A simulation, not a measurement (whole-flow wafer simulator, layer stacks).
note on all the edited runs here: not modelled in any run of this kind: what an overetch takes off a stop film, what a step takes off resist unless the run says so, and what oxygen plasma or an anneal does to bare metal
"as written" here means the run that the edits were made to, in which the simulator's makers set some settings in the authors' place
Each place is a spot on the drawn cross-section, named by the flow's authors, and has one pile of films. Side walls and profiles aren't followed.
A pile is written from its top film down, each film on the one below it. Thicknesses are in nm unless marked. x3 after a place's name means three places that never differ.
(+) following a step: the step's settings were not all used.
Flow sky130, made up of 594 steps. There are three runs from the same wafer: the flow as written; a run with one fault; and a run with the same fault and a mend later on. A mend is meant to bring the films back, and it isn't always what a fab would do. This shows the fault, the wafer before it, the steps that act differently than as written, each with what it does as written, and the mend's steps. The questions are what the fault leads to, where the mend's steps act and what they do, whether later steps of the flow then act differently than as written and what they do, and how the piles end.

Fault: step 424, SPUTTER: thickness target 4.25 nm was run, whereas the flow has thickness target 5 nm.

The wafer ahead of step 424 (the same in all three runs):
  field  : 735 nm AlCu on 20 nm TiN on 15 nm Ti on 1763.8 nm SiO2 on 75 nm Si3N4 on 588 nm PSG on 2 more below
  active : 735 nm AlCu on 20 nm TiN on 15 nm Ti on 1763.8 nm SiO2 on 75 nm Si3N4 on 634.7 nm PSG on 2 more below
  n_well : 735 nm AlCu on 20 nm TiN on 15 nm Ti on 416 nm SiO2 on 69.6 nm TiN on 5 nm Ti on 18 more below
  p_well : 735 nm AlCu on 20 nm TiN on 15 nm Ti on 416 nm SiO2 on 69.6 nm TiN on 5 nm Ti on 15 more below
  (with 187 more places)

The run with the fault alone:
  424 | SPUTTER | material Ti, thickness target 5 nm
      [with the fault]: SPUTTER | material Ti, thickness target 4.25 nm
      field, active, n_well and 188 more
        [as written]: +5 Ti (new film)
        [with the fault]: +4.25 Ti (new film)
  Steps further on in the flow that do not act as written (9 more steps, not shown, differ only slightly: by at most 2% or 0.5 nm, whichever is larger):
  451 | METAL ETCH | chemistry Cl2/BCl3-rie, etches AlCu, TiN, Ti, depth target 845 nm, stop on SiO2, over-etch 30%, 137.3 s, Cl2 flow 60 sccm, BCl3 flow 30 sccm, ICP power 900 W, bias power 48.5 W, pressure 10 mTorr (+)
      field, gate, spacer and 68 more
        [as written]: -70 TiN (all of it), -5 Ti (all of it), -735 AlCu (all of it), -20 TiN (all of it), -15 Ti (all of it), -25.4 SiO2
        [with the fault]: -70 TiN (all of it), -4.25 Ti (all of it), -735 AlCu (all of it), -20 TiN (all of it), -15 Ti (all of it), -25.4 SiO2
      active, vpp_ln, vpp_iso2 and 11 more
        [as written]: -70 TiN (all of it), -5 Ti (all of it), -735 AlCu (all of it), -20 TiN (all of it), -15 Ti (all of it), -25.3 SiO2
        [with the fault]: -70 TiN (all of it), -4.25 Ti (all of it), -735 AlCu (all of it), -20 TiN (all of it), -15 Ti (all of it), -25.4 SiO2
  At n_well, p_well, gate_hv and 104 more, the piles at the end differ from the flow's by more than 2% or 0.5 nm, whichever is larger.
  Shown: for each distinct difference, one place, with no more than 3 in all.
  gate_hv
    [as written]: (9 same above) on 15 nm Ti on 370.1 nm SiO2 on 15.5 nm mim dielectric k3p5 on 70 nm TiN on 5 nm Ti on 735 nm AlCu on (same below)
    [with the fault]: (9 same above) on 15 nm Ti on 370.9 nm SiO2 on 15.5 nm mim dielectric k3p5 on 70 nm TiN on 4.25 nm Ti on 735 nm AlCu on (same below)
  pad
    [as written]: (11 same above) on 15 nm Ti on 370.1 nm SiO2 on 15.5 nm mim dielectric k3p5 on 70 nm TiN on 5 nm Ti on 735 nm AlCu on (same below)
    [with the fault]: (11 same above) on 15 nm Ti on 370.9 nm SiO2 on 15.5 nm mim dielectric k3p5 on 70 nm TiN on 4.25 nm Ti on 735 nm AlCu on (same below)
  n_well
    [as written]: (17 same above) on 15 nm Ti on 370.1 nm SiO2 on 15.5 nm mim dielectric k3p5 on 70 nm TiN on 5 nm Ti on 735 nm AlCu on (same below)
    [with the fault]: (17 same above) on 15 nm Ti on 370.9 nm SiO2 on 15.5 nm mim dielectric k3p5 on 70 nm TiN on 4.25 nm Ti on 735 nm AlCu on (same below)

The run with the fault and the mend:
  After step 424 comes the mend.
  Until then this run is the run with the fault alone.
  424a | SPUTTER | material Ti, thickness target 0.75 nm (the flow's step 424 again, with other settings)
      field, active, n_well and 188 more
        +0.75 Ti
  None of the later steps of the flow acts differently than as written at any place that is followed.
  By the end, the piles equal the flow's at every place that both follow.
